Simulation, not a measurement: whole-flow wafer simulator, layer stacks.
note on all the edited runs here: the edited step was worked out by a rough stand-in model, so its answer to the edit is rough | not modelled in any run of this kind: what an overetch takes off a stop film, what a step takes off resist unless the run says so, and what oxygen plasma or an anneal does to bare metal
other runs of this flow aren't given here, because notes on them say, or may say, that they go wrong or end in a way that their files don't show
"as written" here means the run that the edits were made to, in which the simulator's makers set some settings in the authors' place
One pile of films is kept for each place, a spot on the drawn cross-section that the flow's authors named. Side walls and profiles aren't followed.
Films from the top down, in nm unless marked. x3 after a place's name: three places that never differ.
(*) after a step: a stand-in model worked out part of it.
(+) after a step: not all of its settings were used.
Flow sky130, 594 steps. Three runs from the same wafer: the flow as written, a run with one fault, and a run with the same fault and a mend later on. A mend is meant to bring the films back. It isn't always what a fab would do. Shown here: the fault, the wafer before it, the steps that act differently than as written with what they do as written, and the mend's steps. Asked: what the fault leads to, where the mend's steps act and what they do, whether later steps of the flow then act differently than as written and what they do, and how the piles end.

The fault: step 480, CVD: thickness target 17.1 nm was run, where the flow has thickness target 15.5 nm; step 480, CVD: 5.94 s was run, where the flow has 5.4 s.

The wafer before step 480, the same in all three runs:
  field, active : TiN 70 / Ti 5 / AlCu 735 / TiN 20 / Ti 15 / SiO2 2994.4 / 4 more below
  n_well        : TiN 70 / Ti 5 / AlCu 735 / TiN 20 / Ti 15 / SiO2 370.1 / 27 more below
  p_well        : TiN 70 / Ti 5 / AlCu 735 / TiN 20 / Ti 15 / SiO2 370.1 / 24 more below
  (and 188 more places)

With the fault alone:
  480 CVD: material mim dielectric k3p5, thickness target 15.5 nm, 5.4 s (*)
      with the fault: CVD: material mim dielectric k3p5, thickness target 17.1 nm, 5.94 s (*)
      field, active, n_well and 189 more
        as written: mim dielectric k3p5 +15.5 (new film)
        with the fault: mim dielectric k3p5 +17.1 (new film)
  Later steps of the flow that act differently than as written (6 more steps differ only slightly, by at most 2% or 0.5 nm, whichever is larger, and aren't shown):
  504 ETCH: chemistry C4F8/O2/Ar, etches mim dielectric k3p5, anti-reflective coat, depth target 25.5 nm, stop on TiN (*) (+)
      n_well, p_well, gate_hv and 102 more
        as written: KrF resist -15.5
        with the fault: KrF resist -17
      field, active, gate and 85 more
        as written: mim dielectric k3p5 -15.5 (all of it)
        with the fault: mim dielectric k3p5 -17.1 (all of it)
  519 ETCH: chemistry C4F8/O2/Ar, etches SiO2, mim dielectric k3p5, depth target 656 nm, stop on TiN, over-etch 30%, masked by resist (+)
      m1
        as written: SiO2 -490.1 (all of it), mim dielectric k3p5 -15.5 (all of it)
        with the fault: SiO2 -488.5 (all of it), mim dielectric k3p5 -17.1 (all of it)
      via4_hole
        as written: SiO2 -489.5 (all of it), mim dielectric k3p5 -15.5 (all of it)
        with the fault: SiO2 -487.9 (all of it), mim dielectric k3p5 -17.1 (all of it)
  At the end the piles differ from the flow's by more than 2% or 0.5 nm, whichever is larger, at n_well, p_well, gate_hv and 100 more.
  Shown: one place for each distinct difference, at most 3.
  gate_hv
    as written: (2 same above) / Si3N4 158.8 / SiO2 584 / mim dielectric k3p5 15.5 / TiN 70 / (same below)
    with the fault: (2 same above) / Si3N4 158.8 / SiO2 582.4 / mim dielectric k3p5 17.1 / TiN 70 / (same below)
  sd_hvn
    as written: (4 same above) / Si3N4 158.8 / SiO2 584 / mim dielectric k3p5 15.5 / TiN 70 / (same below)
    with the fault: (4 same above) / Si3N4 158.8 / SiO2 582.4 / mim dielectric k3p5 17.1 / TiN 70 / (same below)
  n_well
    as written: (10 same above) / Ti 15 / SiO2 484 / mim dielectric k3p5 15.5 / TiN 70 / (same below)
    with the fault: (10 same above) / Ti 15 / SiO2 482.4 / mim dielectric k3p5 17.1 / TiN 70 / (same below)

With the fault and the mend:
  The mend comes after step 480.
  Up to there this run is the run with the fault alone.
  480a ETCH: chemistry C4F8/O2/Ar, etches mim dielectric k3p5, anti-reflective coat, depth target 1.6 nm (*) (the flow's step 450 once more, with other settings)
      field, active, n_well and 189 more
        mim dielectric k3p5 -1.6
  No later step of the flow acts differently than as written at any place that is followed.
  At the end the piles are the same as the flow's at every place that both follow.
